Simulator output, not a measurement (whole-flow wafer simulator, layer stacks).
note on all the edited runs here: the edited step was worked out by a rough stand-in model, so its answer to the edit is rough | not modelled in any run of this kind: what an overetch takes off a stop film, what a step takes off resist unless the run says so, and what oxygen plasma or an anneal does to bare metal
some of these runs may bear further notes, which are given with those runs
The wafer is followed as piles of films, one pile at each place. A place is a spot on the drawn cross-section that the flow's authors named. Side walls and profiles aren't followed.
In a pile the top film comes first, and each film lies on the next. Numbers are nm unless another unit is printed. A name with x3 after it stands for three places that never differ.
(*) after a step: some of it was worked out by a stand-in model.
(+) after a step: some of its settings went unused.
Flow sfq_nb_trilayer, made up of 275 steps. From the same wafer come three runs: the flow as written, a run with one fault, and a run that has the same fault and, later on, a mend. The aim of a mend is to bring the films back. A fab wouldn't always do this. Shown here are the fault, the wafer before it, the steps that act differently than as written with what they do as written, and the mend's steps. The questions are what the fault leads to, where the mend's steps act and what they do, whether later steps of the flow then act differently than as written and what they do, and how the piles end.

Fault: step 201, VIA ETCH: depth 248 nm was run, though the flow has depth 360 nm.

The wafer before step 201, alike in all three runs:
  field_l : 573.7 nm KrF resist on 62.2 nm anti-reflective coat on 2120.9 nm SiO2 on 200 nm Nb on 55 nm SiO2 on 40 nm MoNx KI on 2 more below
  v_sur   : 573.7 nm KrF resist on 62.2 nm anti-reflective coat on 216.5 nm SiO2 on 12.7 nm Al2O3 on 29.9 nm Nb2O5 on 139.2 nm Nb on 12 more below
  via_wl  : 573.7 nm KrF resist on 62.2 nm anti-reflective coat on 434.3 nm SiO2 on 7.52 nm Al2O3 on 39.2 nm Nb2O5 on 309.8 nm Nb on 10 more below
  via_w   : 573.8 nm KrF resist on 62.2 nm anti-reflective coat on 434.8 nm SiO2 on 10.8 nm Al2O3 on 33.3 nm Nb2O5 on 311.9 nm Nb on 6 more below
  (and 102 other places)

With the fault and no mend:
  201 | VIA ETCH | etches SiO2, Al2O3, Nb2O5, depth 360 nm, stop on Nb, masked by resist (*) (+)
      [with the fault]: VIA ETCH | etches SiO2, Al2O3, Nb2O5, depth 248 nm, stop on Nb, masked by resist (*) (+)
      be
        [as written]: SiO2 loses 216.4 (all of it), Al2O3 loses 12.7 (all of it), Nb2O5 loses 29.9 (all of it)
        [with the fault]: SiO2 loses 216.4 (all of it), Al2O3 loses 12.7 (all of it), Nb2O5 loses 19
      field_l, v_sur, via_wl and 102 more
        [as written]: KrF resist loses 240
        [with the fault]: KrF resist loses 165.3
  Steps further on in the flow that do not act as written (12 more steps, not shown, differ only slightly: by at most 2% or 0.5 nm, whichever is larger):
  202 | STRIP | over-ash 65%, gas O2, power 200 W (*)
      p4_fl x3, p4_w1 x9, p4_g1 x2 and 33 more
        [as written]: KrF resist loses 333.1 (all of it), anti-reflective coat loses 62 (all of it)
        [with the fault]: KrF resist loses 407.8 (all of it), anti-reflective coat loses 62 (all of it)
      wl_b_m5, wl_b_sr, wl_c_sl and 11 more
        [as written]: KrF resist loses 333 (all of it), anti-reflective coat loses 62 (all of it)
        [with the fault]: KrF resist loses 407.7 (all of it), anti-reflective coat loses 62 (all of it)
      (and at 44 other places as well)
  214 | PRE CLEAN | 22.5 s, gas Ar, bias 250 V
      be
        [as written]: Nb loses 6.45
        [with the fault]: Nb2O5 loses 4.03
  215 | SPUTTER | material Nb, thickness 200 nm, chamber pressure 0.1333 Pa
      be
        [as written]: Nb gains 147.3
        [with the fault]: Nb gains 150.4 (new film)
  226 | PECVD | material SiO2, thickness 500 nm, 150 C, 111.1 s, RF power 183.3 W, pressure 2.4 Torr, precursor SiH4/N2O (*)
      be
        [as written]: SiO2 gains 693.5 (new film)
        [with the fault]: SiO2 gains 677 (new film)
  By the end, the piles at be depart from the flow's by more than 2% or 0.5 nm, whichever is larger.
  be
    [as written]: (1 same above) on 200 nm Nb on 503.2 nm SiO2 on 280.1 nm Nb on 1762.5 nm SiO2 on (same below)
    [with the fault]: (1 same above) on 200 nm Nb on 486.8 nm SiO2 on 150.4 nm Nb on 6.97 nm Nb2O5 on 139.2 nm Nb on 1762.5 nm SiO2 on (same below)

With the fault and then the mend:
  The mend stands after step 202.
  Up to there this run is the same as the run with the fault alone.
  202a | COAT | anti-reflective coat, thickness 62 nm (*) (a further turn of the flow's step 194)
      lsp_r, l0_sur, l0v and 64 more
        anti-reflective coat gains 62 (new film)
      wl_a_sl, wl_a_m6, wl_a_sr, wl_g_sr
        anti-reflective coat gains 61.9 (new film)
      field_l, v_sur
        anti-reflective coat gains 61.7 (new film)
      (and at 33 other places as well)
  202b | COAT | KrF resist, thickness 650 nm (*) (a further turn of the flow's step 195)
      p4_fl x3, p4_w1 x9, p4_g1 x2 and 33 more
        KrF resist gains 650 (new film)
      wl_b_m5, wl_b_sr, wl_c_sl and 12 more
        KrF resist gains 649.9 (new film)
      l0v, wl_j_sl, wl_j_sr
        KrF resist gains 650.2 (new film)
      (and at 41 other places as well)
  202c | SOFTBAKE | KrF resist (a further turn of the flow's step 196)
      alters no film at any place that is followed
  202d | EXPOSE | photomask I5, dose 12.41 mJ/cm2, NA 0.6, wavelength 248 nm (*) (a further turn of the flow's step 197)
      alters no film at any place that is followed
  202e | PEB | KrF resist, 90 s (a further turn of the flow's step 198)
      field_l, v_sur, via_wl and 80 more
        KrF resist loses 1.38
      via_w, via_wr, via_sp, be_sur, jj_sur
        KrF resist loses 1.37
      ce_l, moat, field_r, wl_jj
        KrF resist loses 1.39
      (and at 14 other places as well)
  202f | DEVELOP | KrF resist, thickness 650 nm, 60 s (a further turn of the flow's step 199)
      field_l, v_sur, via_wl and 102 more
        KrF resist loses 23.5
      be
        KrF resist loses 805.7 (all of it)
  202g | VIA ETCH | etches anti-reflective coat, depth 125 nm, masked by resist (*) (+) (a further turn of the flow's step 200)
      field_l, v_sur, via_wl and 102 more
        KrF resist loses 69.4
      be
        anti-reflective coat loses 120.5 (all of it)
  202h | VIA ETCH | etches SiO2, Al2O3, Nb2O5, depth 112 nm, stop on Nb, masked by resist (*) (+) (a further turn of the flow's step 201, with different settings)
      field_l, v_sur, via_wl and 102 more
        KrF resist loses 74.7
      be
        Nb2O5 loses 11 (all of it)
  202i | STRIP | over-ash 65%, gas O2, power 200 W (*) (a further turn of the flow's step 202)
      p4_fl x3, p4_w1 x9, p4_g1 x2 and 33 more
        KrF resist loses 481 (all of it), anti-reflective coat loses 62 (all of it)
      wl_b_sr, wl_c_sl, wl_c_m6 and 10 more
        KrF resist loses 480.9 (all of it), anti-reflective coat loses 62 (all of it)
      wl_b_sl, wl_b_m5, wl_g_sl, wl_g_m5
        KrF resist loses 480.8 (all of it), anti-reflective coat loses 62 (all of it)
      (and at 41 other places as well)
  Later steps of the flow that are run all act as written at every place that is followed.
  The piles end the same as the flow's at every place that both follow.
